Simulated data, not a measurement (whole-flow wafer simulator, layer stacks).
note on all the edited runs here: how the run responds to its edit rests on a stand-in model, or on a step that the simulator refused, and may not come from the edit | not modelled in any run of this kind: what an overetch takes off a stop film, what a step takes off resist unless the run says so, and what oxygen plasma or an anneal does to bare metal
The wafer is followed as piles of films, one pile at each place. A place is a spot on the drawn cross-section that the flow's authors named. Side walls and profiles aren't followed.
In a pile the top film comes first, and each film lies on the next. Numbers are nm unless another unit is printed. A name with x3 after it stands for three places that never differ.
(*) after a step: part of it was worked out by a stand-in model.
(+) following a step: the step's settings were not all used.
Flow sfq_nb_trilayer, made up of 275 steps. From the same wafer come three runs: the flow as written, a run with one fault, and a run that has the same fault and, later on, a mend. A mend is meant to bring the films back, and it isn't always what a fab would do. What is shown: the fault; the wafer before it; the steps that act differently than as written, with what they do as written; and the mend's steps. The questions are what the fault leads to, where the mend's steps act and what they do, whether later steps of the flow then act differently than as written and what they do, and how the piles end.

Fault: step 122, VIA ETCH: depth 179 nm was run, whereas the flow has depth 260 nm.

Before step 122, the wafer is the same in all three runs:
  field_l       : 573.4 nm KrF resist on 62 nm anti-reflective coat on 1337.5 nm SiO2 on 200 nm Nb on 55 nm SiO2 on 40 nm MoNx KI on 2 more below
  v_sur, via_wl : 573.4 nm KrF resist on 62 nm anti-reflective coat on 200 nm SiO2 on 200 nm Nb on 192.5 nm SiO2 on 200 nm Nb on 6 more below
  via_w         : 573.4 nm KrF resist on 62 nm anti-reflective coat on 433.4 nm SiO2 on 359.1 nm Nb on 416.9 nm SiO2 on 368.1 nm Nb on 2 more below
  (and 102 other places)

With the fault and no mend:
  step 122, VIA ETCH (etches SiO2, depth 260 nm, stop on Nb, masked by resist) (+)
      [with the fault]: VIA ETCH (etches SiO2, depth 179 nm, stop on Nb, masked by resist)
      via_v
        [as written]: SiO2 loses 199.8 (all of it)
        [with the fault]: SiO2 loses 179
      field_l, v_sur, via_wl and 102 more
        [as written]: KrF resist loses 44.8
        [with the fault]: KrF resist loses 30.9
  Steps further on in the flow that do not act as written (4 more steps, not shown, differ only slightly: by at most 2% or 0.5 nm, whichever is larger):
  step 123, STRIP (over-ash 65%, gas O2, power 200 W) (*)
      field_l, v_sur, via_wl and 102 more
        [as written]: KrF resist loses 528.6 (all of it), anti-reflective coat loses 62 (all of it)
        [with the fault]: KrF resist loses 542.6 (all of it), anti-reflective coat loses 62 (all of it)
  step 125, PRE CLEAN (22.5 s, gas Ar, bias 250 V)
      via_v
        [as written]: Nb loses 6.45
        [with the fault]: SiO2 loses 7.5
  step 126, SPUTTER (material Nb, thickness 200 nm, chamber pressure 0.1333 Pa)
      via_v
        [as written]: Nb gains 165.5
        [with the fault]: Nb gains 169.8 (new film)
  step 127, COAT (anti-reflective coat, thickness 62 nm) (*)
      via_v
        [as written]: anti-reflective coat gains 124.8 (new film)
        [with the fault]: anti-reflective coat gains 114.1 (new film)
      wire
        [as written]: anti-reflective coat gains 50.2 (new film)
        [with the fault]: anti-reflective coat gains 48.8 (new film)
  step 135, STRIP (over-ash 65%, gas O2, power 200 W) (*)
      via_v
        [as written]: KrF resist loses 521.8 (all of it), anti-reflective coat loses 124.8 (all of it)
        [with the fault]: KrF resist loses 510 (all of it), anti-reflective coat loses 114.1 (all of it)
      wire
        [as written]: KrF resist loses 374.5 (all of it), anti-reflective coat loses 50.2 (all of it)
        [with the fault]: KrF resist loses 376.6 (all of it), anti-reflective coat loses 48.8 (all of it)
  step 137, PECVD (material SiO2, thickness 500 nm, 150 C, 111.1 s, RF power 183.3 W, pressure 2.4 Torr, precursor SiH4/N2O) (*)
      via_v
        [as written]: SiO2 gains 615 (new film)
        [with the fault]: SiO2 gains 566.4 (new film)
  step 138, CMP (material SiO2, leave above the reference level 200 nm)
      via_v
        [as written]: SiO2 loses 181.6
        [with the fault]: SiO2 loses 157.1
  At via_v, the piles at the end differ from the flow's by more than 2% or 0.5 nm, whichever is larger.
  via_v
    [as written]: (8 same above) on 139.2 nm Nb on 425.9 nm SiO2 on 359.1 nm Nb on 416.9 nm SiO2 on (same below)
    [with the fault]: (8 same above) on 139.2 nm Nb on 401.8 nm SiO2 on 169.8 nm Nb on 13.3 nm SiO2 on 200 nm Nb on 416.9 nm SiO2 on (same below)

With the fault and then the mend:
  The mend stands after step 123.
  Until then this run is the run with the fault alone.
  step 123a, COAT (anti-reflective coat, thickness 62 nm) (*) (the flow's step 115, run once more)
      p4_fl x3, p4_w1 x9, p4_g1 x2 and 63 more
        anti-reflective coat gains 62 (new film)
      moat, field_r, lsp_l and 6 more
        anti-reflective coat gains 61.8 (new film)
      be_r, r_sur, res, r_end
        anti-reflective coat gains 61.7 (new film)
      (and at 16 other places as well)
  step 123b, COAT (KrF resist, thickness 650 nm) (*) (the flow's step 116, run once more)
      p4_fl x3, p4_w1 x9, p4_g1 x2 and 63 more
        KrF resist gains 650 (new film)
      lsp_l, ln_m5, lsp_m, ln_m6, lsp_r, l0_sur, l0v
        KrF resist gains 649.6 (new film)
      r_end, moat, field_r
        KrF resist gains 649.5 (new film)
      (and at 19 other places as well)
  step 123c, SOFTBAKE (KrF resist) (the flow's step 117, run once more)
      leaves every film unchanged at each place that is followed
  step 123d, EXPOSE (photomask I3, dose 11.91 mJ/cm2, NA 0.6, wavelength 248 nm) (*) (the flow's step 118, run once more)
      leaves every film unchanged at each place that is followed
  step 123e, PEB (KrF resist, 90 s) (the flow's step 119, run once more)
      ce_r, sp_r, be_r and 89 more
        KrF resist loses 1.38
      field_l, v_sur, via_wl and 8 more
        KrF resist loses 1.37
      via_wr, be
        KrF resist loses 1.36
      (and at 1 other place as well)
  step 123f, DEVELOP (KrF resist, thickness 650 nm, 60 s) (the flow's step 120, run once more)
      field_l, v_sur, via_wl and 102 more
        KrF resist loses 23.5
      via_v
        KrF resist loses 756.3 (all of it)
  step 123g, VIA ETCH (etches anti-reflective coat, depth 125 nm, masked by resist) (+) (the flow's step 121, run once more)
      field_l, v_sur, via_wl and 102 more
        KrF resist loses 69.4
      via_v
        anti-reflective coat loses 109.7 (all of it)
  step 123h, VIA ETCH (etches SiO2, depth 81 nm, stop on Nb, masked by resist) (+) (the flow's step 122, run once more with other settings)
      field_l, v_sur, via_wl and 102 more
        KrF resist loses 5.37
      via_v
        SiO2 loses 20.8 (all of it)
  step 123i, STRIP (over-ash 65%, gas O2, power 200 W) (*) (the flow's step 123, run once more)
      p4_fl x3, p4_w1 x9, p4_g1 x2 and 63 more
        KrF resist loses 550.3 (all of it), anti-reflective coat loses 62 (all of it)
      lsp_l, ln_m5, lsp_m, ln_m6, lsp_r, l0_sur, l0v
        KrF resist loses 549.9 (all of it), anti-reflective coat loses 61.8 (all of it)
      ce_r, sp_r
        KrF resist loses 549.4 (all of it), anti-reflective coat loses 61.6 (all of it)
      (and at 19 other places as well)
  Later steps of the flow that are run all act as written at every place that is followed.
  At every place that both follow, the piles at the end match the flow's.
